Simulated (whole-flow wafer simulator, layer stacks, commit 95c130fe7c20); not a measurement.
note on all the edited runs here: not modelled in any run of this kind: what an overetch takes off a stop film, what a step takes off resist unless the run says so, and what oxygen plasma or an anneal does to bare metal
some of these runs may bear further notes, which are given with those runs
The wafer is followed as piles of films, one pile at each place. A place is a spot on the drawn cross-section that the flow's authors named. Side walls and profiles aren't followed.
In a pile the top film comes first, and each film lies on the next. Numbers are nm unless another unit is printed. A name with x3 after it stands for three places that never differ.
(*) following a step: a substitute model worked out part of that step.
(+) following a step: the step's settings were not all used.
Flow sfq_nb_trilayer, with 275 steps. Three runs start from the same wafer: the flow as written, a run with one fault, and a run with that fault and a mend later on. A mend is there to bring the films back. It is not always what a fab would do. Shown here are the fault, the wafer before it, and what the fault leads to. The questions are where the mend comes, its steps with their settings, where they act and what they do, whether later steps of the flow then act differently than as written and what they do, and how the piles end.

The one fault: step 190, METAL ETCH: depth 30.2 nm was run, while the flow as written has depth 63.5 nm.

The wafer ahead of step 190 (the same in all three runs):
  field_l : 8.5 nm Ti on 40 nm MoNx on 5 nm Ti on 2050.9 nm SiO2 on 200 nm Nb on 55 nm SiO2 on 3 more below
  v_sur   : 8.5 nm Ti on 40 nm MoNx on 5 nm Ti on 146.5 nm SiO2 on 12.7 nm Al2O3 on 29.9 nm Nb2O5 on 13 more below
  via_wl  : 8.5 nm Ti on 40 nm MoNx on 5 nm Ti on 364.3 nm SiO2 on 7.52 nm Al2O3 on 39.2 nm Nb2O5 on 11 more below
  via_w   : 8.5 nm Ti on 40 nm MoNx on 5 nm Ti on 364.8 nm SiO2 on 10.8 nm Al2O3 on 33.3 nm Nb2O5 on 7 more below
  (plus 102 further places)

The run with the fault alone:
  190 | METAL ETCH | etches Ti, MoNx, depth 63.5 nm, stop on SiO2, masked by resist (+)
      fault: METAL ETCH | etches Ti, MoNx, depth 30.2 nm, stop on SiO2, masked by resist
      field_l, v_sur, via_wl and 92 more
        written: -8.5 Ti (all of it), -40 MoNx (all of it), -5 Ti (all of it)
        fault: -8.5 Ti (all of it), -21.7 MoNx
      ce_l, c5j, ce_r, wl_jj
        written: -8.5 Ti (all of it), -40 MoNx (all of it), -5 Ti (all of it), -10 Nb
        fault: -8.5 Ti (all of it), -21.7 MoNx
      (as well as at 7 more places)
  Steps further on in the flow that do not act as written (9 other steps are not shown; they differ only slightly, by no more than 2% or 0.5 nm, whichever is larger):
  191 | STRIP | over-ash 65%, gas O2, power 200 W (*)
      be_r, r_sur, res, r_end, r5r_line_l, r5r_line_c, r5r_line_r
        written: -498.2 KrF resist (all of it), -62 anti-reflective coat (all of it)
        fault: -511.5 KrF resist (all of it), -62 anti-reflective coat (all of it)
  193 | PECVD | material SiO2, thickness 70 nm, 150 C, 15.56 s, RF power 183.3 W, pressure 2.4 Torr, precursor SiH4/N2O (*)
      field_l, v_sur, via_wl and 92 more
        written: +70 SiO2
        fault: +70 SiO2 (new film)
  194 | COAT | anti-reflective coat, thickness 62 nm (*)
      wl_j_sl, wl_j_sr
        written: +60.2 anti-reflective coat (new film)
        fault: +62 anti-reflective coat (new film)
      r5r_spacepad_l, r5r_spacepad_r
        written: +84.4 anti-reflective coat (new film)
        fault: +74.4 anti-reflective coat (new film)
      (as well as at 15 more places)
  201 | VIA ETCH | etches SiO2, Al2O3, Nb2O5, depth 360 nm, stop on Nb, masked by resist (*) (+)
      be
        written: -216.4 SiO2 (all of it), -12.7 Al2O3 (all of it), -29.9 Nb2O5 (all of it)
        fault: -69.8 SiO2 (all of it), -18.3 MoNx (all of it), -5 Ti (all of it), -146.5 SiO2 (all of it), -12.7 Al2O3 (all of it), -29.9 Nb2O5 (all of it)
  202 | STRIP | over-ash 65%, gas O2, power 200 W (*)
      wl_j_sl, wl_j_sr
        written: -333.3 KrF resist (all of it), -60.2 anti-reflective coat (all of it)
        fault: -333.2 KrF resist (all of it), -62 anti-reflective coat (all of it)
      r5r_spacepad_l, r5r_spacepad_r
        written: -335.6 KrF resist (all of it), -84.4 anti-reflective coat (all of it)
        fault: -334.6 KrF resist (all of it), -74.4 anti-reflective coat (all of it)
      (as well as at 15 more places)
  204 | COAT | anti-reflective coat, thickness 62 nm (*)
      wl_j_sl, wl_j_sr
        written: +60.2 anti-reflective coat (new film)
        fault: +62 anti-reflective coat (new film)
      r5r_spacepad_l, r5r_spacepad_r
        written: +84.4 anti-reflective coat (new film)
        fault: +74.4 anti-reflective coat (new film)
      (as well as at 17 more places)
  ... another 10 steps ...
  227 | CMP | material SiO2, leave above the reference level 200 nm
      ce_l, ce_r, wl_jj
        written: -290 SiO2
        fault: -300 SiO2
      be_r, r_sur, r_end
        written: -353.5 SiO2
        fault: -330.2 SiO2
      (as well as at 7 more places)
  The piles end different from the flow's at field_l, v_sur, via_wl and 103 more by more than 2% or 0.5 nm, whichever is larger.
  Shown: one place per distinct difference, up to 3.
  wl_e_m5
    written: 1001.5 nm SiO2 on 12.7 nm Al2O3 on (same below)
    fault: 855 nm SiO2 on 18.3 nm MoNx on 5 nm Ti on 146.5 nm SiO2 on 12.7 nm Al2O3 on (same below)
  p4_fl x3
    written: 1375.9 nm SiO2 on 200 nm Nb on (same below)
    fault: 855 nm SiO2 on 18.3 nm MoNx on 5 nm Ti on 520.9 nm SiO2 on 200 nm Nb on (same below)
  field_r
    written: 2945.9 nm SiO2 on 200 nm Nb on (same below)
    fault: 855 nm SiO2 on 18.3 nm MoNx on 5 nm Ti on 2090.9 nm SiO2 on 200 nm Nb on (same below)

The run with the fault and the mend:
  The mend stands after step 190.
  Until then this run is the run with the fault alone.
  190a | METAL ETCH | etches Ti, MoNx, depth 33.3 nm, stop on SiO2, masked by resist (+) (the flow's step 190, run once more with other settings)
      field_l, v_sur, via_wl and 92 more
        -18.3 MoNx (all of it), -5 Ti (all of it)
      be_r, r_sur, res, r_end, r5r_line_l, r5r_line_c, r5r_line_r
        -13.3 KrF resist
      ce_l, c5j, ce_r, wl_jj
        -18.3 MoNx (all of it), -5 Ti (all of it), -10 Nb
  None of the later steps of the flow acts differently than as written at any place that is followed.
  The piles end the same as the flow's at every place that both follow.
